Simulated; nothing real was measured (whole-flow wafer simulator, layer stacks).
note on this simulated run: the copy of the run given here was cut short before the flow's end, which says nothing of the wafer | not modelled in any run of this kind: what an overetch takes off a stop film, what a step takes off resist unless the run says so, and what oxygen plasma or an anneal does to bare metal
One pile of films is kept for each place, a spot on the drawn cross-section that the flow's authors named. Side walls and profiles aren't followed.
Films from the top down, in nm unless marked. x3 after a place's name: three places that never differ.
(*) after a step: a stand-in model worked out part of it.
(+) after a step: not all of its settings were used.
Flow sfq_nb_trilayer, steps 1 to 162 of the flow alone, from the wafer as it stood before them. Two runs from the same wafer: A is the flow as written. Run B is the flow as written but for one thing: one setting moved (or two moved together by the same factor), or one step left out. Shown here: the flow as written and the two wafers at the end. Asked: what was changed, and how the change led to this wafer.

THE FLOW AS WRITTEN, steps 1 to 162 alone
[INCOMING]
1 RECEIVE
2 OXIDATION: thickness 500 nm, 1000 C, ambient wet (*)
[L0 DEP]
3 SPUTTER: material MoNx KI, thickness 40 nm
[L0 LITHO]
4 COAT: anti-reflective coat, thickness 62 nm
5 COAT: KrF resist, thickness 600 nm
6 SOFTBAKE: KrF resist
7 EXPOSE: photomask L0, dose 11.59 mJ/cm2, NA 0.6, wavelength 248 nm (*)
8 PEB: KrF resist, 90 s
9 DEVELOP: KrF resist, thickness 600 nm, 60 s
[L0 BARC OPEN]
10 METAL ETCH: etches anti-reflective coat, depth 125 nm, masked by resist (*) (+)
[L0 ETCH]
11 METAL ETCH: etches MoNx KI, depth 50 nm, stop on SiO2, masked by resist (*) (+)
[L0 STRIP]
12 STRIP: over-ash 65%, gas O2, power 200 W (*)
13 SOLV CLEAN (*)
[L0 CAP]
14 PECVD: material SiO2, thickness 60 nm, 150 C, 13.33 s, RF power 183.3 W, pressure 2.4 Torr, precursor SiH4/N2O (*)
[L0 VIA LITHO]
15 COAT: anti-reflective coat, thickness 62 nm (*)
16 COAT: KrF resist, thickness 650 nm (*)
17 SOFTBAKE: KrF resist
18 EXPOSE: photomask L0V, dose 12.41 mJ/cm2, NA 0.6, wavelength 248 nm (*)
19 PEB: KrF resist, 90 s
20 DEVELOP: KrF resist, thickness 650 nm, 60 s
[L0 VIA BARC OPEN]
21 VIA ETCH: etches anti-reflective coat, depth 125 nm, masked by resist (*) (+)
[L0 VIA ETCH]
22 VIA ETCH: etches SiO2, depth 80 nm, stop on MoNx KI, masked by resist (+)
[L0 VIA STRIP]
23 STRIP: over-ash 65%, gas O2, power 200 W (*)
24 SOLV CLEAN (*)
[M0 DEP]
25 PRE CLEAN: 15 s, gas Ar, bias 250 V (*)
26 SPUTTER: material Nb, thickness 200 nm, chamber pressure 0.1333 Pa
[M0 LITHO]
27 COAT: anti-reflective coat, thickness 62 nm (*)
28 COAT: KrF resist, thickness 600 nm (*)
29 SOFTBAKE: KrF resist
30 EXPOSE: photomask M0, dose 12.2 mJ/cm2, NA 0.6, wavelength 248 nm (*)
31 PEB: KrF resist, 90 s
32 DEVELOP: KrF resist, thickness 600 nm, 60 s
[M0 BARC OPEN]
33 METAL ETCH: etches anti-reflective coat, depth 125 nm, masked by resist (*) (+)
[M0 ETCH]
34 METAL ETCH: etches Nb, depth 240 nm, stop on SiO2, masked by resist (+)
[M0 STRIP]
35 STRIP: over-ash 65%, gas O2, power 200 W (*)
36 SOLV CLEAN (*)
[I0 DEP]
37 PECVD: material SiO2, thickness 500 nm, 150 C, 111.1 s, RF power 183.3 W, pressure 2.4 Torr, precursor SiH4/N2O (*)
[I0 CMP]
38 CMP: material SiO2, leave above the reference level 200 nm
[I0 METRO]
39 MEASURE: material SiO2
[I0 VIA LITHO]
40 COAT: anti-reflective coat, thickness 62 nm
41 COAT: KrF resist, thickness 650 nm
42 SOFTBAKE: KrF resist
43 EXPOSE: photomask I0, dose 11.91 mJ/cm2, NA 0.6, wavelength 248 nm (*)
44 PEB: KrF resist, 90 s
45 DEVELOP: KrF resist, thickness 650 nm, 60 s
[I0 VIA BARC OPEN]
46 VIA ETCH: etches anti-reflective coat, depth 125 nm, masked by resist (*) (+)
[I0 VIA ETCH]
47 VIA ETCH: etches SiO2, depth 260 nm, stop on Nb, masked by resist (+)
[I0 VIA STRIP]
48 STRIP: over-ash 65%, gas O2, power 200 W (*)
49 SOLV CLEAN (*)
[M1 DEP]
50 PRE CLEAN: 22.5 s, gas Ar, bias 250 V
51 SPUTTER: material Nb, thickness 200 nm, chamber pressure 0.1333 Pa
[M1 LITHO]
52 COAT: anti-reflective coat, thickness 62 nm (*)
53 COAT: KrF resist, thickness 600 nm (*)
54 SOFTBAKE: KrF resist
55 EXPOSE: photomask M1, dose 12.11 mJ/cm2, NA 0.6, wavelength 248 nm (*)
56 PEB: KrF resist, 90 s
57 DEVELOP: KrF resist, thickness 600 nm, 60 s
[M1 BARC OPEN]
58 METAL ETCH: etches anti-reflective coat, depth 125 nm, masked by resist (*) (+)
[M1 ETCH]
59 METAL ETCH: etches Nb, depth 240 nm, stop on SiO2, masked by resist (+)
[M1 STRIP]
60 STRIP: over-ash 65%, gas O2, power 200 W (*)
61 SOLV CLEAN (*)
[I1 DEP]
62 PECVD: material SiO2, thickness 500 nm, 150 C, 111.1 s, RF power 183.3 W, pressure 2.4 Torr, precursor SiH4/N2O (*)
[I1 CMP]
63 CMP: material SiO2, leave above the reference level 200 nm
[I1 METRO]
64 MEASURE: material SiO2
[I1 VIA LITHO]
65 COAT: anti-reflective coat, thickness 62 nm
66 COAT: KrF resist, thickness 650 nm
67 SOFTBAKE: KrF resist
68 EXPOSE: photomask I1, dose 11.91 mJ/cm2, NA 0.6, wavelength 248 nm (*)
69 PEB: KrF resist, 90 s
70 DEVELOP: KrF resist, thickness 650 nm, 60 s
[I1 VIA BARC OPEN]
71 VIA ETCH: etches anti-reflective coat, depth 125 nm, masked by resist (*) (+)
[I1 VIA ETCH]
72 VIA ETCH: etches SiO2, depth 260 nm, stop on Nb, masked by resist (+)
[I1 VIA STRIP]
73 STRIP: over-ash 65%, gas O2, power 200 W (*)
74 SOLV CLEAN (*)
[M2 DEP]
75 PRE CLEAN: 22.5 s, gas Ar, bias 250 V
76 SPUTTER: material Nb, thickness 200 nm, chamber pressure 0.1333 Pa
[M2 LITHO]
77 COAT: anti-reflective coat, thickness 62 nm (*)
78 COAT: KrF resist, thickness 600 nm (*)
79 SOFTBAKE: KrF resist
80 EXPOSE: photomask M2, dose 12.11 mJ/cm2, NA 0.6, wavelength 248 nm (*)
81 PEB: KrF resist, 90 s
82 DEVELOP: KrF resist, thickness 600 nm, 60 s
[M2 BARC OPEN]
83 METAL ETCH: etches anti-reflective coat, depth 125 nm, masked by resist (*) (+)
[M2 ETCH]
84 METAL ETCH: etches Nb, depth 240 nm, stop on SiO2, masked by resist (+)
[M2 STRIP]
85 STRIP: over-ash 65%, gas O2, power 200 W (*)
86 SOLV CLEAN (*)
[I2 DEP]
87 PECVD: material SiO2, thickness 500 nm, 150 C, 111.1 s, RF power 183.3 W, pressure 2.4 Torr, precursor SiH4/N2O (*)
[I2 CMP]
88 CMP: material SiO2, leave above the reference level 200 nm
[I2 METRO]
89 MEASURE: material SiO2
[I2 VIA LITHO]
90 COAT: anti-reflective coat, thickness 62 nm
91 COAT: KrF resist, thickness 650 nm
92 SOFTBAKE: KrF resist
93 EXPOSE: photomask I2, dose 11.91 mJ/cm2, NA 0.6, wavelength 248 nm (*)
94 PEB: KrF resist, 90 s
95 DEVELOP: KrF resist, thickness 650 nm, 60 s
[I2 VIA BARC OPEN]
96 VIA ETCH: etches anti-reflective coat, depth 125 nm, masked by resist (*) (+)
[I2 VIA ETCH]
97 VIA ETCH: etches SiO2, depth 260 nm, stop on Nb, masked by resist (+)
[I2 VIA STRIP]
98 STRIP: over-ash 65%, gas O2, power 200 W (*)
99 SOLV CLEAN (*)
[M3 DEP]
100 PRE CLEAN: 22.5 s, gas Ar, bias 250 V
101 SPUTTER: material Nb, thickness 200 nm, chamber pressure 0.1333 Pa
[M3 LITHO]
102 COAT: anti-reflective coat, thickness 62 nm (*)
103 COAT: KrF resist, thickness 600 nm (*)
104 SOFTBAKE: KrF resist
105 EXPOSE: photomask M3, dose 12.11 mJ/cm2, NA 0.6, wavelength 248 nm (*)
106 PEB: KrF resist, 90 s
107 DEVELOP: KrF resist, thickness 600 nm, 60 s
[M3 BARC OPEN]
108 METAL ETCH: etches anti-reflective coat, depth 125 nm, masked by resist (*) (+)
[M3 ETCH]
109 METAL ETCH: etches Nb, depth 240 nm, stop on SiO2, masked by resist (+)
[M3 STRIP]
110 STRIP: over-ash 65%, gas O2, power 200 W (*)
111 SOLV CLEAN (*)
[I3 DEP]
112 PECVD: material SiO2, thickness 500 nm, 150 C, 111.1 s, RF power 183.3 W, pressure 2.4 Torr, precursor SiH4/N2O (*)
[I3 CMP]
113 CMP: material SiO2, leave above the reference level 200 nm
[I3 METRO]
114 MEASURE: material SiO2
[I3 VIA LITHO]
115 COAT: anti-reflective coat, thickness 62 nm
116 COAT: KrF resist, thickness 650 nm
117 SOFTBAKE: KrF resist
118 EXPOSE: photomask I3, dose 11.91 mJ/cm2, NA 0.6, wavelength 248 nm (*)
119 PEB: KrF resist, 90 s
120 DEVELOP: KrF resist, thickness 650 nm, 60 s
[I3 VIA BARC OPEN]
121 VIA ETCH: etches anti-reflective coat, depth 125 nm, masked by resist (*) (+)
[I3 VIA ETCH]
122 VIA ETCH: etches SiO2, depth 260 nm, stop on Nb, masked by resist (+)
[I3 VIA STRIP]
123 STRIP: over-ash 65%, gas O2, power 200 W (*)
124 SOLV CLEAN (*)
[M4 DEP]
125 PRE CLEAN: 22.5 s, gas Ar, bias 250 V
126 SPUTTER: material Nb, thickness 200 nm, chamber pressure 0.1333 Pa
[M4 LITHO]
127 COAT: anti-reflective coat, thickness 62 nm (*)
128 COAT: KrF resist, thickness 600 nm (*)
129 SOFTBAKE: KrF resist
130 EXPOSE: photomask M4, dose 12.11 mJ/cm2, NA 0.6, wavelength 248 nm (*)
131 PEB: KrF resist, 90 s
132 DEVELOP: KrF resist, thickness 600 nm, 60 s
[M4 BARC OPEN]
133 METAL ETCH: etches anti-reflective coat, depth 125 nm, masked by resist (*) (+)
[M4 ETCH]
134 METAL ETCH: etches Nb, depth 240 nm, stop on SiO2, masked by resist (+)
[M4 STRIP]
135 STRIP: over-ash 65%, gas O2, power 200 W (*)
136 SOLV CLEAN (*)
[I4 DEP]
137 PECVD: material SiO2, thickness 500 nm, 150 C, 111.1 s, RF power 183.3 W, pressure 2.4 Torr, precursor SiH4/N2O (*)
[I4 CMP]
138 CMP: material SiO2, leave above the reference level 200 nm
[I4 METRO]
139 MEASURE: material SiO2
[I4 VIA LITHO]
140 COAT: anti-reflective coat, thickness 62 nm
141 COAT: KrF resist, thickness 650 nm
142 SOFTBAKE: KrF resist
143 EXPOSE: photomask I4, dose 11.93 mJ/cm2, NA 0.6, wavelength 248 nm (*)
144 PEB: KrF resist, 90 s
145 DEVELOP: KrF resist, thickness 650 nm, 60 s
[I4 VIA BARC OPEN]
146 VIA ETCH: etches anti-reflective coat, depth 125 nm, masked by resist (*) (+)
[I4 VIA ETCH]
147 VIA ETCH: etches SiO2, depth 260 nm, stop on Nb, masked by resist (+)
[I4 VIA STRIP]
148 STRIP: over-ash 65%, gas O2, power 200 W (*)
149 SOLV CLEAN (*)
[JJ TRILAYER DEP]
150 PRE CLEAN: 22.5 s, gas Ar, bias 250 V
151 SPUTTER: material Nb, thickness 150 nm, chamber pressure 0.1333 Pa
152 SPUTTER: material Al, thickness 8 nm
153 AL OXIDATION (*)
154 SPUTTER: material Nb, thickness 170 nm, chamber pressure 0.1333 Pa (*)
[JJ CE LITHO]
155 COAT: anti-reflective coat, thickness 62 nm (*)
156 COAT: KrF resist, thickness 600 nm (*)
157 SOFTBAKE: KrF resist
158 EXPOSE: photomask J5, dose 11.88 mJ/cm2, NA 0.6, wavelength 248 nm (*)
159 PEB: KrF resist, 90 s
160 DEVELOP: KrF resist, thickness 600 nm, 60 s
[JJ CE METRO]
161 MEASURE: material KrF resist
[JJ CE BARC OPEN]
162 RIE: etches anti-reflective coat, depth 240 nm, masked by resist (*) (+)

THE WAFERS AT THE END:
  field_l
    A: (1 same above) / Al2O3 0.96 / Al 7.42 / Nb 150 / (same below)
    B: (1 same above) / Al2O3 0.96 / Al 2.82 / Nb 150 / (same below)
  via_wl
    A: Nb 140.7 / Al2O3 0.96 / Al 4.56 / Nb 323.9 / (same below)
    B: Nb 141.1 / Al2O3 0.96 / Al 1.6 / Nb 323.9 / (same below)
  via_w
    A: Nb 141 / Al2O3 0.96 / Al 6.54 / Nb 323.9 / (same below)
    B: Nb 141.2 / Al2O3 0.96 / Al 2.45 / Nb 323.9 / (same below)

The cause: step 152, SPUTTER: thickness 3.4 nm was run, where the flow has thickness 8 nm.

How the change led to this, step by step:
  152 SPUTTER: material Al, thickness 8 nm
      field_l, v_sur, via_sp and 100 more: A Al +8 (new film) | B Al +3.4 (new film)
      via_wl, via_wr: A Al +5.14 (new film) | B Al +2.18 (new film)
      (and at 1 more place)
  155 COAT: anti-reflective coat, thickness 62 nm (*)
      via_wl, via_wr: A anti-reflective coat +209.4 (new film) | B anti-reflective coat +202.1 (new film)
      via_w: A anti-reflective coat +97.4 (new film) | B anti-reflective coat +95 (new film)
  162 RIE: etches anti-reflective coat, depth 240 nm, masked by resist (*) (+)
      ce_l, c5j, ce_r, wl_jj: A KrF resist -209.4 | B KrF resist -202.1
      via_wl, via_wr: A anti-reflective coat -209.4 (all of it) | B anti-reflective coat -202.1 (all of it)
      (and at 1 more place)
